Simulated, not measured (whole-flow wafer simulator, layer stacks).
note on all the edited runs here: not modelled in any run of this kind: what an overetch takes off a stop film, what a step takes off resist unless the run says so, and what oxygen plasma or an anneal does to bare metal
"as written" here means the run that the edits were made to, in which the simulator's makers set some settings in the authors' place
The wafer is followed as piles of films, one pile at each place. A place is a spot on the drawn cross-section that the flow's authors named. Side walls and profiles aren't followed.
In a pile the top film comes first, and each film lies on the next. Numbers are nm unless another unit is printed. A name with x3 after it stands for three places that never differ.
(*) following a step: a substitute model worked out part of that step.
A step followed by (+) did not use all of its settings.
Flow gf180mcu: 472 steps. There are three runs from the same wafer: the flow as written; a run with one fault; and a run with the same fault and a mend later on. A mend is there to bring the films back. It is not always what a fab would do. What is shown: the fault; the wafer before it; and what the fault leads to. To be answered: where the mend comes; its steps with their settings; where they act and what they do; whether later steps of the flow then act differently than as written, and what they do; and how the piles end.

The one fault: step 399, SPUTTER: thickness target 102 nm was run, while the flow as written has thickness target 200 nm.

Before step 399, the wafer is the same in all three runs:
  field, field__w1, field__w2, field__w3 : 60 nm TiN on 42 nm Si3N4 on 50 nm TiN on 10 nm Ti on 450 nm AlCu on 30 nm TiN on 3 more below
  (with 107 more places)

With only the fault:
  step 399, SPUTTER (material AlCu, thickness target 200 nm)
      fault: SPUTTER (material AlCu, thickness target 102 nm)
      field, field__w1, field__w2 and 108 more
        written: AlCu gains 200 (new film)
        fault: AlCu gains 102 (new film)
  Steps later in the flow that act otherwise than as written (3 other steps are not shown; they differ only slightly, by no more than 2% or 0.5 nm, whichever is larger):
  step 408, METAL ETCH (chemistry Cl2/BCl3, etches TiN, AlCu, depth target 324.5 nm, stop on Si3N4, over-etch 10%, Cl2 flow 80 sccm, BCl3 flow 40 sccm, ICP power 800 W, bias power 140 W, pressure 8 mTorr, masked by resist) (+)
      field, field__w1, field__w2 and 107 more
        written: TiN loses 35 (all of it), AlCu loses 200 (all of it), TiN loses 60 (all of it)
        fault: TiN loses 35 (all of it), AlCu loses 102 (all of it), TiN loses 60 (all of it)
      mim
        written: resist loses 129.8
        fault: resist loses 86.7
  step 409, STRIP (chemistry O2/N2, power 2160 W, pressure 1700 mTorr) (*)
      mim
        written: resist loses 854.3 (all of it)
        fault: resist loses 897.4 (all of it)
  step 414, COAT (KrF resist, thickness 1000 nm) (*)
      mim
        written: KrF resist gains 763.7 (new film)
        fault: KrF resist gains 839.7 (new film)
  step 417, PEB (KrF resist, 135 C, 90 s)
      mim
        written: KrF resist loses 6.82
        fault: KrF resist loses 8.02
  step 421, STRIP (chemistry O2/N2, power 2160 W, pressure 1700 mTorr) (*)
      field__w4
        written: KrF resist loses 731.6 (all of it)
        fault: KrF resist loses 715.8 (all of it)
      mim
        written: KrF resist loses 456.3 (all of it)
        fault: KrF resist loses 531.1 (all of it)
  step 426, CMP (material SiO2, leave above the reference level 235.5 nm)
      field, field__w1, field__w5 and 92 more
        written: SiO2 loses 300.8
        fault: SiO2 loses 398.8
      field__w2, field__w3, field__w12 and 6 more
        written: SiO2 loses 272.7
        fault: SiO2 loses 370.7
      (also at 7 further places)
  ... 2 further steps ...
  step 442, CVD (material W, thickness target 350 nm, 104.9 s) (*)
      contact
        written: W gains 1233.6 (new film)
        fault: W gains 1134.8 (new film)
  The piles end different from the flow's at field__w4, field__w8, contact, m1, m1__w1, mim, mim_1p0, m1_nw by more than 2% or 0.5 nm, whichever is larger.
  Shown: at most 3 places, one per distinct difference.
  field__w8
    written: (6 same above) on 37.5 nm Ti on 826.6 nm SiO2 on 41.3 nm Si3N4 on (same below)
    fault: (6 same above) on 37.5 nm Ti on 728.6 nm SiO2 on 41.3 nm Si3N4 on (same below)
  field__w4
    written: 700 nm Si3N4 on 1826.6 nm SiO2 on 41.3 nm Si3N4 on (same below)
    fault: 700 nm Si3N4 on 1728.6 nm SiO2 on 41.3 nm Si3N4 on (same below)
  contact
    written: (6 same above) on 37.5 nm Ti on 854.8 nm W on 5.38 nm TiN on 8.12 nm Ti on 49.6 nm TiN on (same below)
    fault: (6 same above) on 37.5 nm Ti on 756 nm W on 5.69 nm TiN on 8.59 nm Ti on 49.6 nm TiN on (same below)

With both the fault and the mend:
  The mend follows step 399.
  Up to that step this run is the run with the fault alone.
  step 399a, SPUTTER (material AlCu, thickness target 98 nm) (a further turn of the flow's step 399, with different settings)
      field, field__w1, field__w2 and 108 more
        AlCu gains 98
  Every later step of the flow that is run acts as written at every place that is followed.
  At every place that both follow, the piles at the end match the flow's.
